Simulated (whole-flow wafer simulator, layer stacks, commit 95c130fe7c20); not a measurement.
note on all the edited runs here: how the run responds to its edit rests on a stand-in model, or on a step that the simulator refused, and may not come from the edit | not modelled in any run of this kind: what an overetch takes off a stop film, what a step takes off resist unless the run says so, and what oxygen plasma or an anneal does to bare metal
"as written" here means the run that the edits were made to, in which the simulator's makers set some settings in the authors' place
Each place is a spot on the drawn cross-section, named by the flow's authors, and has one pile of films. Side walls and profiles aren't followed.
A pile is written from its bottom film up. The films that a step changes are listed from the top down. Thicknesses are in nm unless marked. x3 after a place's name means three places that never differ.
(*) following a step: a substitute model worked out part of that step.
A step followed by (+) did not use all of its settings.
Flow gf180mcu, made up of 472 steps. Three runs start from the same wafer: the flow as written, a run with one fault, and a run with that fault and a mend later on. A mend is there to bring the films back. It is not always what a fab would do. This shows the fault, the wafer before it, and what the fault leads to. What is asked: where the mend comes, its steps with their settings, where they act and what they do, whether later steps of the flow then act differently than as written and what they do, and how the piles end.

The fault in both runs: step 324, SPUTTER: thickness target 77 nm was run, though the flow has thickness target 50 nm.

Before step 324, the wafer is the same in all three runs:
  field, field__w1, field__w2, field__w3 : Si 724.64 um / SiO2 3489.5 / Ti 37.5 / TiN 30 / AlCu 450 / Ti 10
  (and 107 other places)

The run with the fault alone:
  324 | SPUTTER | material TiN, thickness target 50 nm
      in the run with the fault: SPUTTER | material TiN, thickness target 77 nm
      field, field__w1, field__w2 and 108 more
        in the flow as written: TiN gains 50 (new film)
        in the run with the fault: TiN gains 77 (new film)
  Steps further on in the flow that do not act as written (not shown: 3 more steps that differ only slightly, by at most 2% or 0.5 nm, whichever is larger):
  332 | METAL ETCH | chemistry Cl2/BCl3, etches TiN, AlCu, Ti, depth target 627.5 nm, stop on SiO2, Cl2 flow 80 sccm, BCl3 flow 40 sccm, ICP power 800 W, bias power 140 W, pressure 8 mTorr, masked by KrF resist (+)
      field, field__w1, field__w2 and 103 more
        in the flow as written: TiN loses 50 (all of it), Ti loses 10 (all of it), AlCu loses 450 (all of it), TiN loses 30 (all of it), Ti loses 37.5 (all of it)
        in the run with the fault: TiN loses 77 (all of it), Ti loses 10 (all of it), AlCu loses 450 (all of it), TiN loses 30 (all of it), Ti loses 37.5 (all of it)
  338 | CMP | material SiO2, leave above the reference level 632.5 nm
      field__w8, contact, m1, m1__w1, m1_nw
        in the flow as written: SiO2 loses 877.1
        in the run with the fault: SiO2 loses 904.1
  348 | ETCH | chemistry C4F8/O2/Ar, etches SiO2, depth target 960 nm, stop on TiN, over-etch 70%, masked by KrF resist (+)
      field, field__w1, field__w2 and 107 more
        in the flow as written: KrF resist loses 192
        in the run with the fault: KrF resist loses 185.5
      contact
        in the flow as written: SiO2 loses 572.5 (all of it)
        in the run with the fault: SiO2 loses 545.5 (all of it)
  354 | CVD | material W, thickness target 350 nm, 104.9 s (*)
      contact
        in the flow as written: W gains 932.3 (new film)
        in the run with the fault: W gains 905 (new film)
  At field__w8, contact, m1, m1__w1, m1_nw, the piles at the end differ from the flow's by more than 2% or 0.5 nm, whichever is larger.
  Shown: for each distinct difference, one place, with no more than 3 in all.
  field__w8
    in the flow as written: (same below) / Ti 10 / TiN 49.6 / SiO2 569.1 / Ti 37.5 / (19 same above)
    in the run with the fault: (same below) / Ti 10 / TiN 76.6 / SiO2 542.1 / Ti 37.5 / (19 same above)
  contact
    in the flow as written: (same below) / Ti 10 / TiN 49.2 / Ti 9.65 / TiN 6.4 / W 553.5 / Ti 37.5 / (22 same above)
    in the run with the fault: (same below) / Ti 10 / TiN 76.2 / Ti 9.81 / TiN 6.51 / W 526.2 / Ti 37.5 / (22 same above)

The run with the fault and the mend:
  The mend stands after step 331.
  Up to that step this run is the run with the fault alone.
  331a | STRIP | chemistry O2/N2, power 2160 W, pressure 1700 mTorr (*)
      field__w8, contact, m1, m1__w1, m1_nw
        KrF resist loses 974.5 (all of it)
  331b | METAL ETCH | chemistry Cl2/BCl3, etches TiN, AlCu, Ti, depth target 27 nm, Cl2 flow 80 sccm, BCl3 flow 40 sccm, ICP power 800 W, bias power 140 W, pressure 8 mTorr (a further turn of the flow's step 260, with different settings)
      field, field__w1, field__w2 and 108 more
        TiN loses 27
  331c | HMDS | 120 C, 60 s (a further turn of the flow's step 326)
      does not change any film at any place that is followed
  331d | COAT | KrF resist, thickness 1000 nm (a further turn of the flow's step 327)
      field, field__w1, field__w2 and 108 more
        KrF resist gains 1000 (new film)
  331e | SOFTBAKE | KrF resist (a further turn of the flow's step 328)
      does not change any film at any place that is followed
  331f | EXPOSE | photomask Metal3 (a further turn of the flow's step 329)
      does not change any film at any place that is followed
  331g | PEB | KrF resist, 135 C, 90 s (a further turn of the flow's step 330)
      field, field__w1, field__w2 and 108 more
        KrF resist loses 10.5
  331h | DEVELOP | thickness 1000 nm, 60 s (a further turn of the flow's step 331)
      field, field__w1, field__w2 and 103 more
        KrF resist loses 989.5 (all of it)
      field__w8, contact, m1, m1__w1, m1_nw
        KrF resist loses 14.9
  Later steps of the flow that are run all act as written at every place that is followed.
  The piles end the same as the flow's at every place that both follow.
